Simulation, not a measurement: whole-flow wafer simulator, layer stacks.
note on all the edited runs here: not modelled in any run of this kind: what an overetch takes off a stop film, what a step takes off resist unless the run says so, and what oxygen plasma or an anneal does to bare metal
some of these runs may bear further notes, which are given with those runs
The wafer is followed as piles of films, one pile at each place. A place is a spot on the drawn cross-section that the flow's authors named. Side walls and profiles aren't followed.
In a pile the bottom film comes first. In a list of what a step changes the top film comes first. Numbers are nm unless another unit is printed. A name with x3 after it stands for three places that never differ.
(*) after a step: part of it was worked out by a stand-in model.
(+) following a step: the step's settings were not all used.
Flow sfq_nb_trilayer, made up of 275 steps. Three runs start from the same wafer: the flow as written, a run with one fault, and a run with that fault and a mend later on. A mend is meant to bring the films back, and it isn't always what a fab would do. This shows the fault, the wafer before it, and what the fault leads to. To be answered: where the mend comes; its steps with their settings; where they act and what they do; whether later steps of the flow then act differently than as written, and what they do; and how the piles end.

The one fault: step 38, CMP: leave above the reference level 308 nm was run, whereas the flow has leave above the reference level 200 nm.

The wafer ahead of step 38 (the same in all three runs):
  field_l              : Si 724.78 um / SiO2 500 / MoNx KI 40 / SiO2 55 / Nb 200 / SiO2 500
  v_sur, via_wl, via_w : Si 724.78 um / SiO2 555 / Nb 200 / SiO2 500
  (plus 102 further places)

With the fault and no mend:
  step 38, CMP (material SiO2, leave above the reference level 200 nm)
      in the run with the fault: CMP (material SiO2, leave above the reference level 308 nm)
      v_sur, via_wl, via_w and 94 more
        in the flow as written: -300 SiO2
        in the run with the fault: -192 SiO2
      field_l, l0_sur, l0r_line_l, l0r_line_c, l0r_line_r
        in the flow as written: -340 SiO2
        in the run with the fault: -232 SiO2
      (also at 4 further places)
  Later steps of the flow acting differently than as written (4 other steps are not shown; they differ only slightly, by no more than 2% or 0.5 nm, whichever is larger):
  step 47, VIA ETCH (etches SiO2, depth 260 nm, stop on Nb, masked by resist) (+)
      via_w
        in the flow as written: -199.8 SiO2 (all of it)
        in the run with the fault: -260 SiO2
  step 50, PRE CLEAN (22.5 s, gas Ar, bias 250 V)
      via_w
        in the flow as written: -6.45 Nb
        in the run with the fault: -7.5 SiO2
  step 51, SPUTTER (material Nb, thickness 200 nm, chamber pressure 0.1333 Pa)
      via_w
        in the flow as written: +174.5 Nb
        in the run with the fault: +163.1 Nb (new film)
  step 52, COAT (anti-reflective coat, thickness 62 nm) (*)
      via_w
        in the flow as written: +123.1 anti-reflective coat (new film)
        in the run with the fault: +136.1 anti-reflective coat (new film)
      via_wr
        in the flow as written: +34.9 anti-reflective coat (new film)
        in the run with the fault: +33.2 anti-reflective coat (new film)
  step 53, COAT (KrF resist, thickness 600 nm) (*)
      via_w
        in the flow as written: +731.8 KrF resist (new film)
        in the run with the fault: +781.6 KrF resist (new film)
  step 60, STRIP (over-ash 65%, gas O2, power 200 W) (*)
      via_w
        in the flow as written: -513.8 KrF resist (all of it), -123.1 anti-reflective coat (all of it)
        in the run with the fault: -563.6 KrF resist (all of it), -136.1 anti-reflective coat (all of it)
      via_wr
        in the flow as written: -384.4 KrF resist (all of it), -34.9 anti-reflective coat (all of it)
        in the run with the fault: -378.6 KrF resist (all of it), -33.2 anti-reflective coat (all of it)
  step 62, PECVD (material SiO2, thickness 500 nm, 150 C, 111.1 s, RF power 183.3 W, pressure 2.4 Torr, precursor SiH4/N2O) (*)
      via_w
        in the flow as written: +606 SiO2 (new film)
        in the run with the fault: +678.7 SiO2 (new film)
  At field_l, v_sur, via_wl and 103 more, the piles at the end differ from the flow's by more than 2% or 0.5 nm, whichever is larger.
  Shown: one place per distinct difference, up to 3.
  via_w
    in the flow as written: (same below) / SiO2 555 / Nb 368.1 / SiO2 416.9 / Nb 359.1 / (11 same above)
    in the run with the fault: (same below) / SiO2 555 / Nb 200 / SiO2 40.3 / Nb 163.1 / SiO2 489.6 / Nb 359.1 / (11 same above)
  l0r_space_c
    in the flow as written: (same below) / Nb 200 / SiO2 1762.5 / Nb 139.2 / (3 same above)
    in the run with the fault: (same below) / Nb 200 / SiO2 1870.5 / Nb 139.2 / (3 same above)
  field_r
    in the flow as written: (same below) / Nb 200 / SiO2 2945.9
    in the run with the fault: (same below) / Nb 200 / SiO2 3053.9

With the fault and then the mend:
  The mend follows step 39.
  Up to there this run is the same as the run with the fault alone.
  step 39a, CMP (material SiO2, leave above the reference level 200 nm) (a further turn of the flow's step 38)
      field_l, v_sur, via_wl and 103 more
        -108 SiO2
  Later steps of the flow that are run all act as written at every place that is followed.
  The piles end the same as the flow's at every place that both follow.
